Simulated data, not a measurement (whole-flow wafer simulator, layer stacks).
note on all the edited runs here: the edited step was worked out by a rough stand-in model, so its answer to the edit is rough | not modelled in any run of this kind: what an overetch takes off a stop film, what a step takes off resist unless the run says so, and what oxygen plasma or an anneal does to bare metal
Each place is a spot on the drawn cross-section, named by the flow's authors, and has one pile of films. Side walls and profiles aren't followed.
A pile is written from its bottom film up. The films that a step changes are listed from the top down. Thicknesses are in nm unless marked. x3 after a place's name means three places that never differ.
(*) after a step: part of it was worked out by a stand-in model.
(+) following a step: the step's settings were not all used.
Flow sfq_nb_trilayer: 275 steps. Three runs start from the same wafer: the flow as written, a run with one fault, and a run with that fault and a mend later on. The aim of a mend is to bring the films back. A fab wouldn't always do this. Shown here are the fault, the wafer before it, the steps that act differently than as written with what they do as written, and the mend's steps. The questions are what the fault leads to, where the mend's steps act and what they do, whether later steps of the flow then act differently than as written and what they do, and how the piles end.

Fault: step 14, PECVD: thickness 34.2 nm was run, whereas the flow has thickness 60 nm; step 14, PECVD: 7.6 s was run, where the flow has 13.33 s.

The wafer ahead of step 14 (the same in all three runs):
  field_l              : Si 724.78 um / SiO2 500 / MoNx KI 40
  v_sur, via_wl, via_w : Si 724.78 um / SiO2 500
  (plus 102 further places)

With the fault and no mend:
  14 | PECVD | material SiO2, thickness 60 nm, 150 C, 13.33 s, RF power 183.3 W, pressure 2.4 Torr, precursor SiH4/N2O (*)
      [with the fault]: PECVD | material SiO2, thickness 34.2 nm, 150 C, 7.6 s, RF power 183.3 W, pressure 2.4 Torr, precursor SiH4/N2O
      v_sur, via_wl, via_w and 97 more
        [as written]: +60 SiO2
        [with the fault]: +34.2 SiO2
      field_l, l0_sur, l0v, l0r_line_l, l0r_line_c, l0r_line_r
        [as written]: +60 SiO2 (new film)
        [with the fault]: +34.2 SiO2 (new film)
  Later steps of the flow acting differently than as written (not shown: 10 more steps that differ only slightly, by at most 2% or 0.5 nm, whichever is larger):
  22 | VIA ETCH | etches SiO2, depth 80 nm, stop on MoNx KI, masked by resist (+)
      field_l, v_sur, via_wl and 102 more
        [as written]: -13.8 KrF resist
        [with the fault]: -8.81 KrF resist
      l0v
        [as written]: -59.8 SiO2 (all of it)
        [with the fault]: -34 SiO2 (all of it)
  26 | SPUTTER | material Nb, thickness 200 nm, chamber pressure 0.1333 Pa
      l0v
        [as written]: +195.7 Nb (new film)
        [with the fault]: +200 Nb (new film)
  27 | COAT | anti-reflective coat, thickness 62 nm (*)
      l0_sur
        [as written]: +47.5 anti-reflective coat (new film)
        [with the fault]: +50.4 anti-reflective coat (new film)
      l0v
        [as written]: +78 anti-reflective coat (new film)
        [with the fault]: +69.9 anti-reflective coat (new film)
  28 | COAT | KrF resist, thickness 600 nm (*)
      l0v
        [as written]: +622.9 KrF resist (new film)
        [with the fault]: +606.9 KrF resist (new film)
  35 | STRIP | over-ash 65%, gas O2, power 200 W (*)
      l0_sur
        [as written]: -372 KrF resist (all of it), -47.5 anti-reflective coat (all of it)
        [with the fault]: -373.5 KrF resist (all of it), -50.4 anti-reflective coat (all of it)
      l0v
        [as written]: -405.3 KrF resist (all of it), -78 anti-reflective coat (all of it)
        [with the fault]: -389.3 KrF resist (all of it), -69.9 anti-reflective coat (all of it)
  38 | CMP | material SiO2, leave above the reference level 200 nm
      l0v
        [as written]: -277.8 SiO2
        [with the fault]: -307.9 SiO2
  The piles end different from the flow's at field_l, v_sur, via_wl and 100 more by more than 2% or 0.5 nm, whichever is larger.
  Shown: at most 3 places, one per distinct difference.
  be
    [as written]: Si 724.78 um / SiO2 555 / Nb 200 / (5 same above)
    [with the fault]: Si 724.78 um / SiO2 529.2 / Nb 200 / (5 same above)
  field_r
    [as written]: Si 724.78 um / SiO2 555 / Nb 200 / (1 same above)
    [with the fault]: Si 724.78 um / SiO2 529.2 / Nb 200 / (1 same above)
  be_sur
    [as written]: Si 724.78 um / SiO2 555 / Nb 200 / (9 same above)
    [with the fault]: Si 724.78 um / SiO2 529.2 / Nb 200 / (9 same above)

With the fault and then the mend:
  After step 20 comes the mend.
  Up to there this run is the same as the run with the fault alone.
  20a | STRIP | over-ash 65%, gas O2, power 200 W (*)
      p4_fl x3, p4_w1 x9, p4_g1 x2 and 59 more
        -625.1 KrF resist (all of it), -62 anti-reflective coat (all of it)
      jj_sur, ce_l, c5j, ce_r, sp_r, be_r, r_sur
        -632 KrF resist (all of it), -63.7 anti-reflective coat (all of it)
      l0r_line_l, l0r_line_c, l0r_line_r
        -621 KrF resist (all of it), -58.9 anti-reflective coat (all of it)
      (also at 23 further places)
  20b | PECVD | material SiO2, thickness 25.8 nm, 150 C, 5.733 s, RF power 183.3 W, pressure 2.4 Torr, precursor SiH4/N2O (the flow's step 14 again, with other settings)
      field_l, v_sur, via_wl and 103 more
        +25.8 SiO2
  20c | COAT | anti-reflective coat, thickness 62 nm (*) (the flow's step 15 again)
      p4_fl x3, p4_w1 x9, p4_g1 x2 and 59 more
        +62 anti-reflective coat (new film)
      be_sur, gap, jj_sur and 8 more
        +63.7 anti-reflective coat (new film)
      wire, be, moat, field_r, lsp_l
        +63.8 anti-reflective coat (new film)
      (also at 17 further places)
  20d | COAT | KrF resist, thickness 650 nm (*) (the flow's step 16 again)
      p4_fl x3, p4_w1 x9, p4_g1 x2 and 59 more
        +650 KrF resist (new film)
      jj_sur, ce_l, c5j, ce_r, sp_r, be_r, r_sur
        +656.9 KrF resist (new film)
      v_sur, via_wr
        +659.5 KrF resist (new film)
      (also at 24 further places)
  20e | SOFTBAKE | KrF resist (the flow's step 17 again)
      leaves every film unchanged at each place that is followed
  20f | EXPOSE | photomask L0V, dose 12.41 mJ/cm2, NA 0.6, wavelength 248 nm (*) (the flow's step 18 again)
      leaves every film unchanged at each place that is followed
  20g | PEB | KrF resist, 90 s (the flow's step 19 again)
      p4_fl x3, p4_w1 x9, p4_g1 x2 and 59 more
        -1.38 KrF resist
      via_v, wire, be and 15 more
        -1.39 KrF resist
      v_sur, via_w, via_wr, via_sp, lsp_m, ln_m6, lsp_r
        -1.4 KrF resist
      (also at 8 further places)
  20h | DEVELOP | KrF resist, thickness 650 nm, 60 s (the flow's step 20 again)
      field_l, v_sur, via_wl and 102 more
        -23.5 KrF resist
      l0v
        -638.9 KrF resist (all of it)
  Later steps of the flow that are run all act as written at every place that is followed, up to a difference of at most 2% or 0.5 nm, whichever is larger.
  By the end, the piles equal the flow's at every place that both follow.
